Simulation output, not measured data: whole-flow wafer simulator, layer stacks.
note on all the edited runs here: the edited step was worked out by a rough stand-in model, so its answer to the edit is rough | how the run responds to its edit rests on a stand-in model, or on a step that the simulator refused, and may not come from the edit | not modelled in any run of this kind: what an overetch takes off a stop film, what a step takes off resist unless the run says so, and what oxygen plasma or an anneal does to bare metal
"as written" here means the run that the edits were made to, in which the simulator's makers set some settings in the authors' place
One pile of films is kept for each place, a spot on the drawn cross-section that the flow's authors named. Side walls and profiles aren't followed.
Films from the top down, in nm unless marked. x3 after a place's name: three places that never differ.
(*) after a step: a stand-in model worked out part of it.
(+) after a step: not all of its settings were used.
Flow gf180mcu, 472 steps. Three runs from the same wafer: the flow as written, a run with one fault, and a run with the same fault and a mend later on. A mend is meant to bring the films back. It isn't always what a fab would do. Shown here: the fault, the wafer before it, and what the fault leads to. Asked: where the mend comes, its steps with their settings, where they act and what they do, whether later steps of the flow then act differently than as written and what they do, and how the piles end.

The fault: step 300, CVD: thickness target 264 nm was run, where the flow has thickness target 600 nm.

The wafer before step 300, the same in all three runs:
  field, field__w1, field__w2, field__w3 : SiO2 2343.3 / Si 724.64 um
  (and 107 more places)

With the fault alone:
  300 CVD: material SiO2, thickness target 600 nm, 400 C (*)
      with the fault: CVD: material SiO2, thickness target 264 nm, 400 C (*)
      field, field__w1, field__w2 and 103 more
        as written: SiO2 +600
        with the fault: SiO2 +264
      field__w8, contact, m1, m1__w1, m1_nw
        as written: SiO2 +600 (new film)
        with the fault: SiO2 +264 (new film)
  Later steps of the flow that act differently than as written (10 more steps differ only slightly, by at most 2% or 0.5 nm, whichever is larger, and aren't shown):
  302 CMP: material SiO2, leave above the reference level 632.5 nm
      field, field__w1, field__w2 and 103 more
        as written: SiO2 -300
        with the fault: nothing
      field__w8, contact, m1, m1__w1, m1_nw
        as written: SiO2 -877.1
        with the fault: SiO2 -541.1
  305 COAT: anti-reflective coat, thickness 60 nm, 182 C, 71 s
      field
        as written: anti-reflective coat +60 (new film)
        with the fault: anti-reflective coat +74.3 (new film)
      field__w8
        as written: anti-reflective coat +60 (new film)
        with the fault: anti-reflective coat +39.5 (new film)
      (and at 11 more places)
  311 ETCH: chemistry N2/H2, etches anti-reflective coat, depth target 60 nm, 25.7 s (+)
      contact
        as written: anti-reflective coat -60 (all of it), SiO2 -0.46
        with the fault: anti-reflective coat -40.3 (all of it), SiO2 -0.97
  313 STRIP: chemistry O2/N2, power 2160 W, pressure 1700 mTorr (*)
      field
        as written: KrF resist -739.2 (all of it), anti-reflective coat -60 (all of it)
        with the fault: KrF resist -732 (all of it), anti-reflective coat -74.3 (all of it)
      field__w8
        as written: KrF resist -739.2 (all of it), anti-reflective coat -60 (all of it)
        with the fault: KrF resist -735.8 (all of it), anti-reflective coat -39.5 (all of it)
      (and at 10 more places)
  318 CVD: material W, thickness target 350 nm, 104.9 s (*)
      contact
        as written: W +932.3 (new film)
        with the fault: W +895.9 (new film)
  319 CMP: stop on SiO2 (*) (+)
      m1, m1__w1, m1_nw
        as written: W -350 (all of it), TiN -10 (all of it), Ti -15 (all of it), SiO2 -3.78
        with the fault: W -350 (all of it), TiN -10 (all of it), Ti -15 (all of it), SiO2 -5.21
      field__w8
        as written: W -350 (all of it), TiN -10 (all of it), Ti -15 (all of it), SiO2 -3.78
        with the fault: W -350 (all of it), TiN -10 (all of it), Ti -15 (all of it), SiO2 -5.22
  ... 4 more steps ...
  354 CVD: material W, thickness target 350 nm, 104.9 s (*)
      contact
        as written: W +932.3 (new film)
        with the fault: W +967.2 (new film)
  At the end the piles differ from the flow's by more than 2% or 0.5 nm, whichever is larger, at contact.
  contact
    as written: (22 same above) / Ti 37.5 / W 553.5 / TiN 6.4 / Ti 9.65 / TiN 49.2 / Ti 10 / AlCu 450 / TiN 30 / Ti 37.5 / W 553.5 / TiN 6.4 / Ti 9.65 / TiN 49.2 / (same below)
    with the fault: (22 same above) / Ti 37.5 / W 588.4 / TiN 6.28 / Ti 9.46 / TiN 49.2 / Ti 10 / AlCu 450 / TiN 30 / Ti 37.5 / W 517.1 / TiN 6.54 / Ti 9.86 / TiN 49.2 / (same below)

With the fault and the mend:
  The mend comes after step 300.
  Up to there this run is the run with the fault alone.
  300a CVD: material SiO2, thickness target 336 nm, 400 C (*) (the flow's step 300 once more, with other settings)
      field, field__w1, field__w2 and 108 more
        SiO2 +336
  No later step of the flow acts differently than as written at any place that is followed.
  At the end the piles are the same as the flow's at every place that both follow.
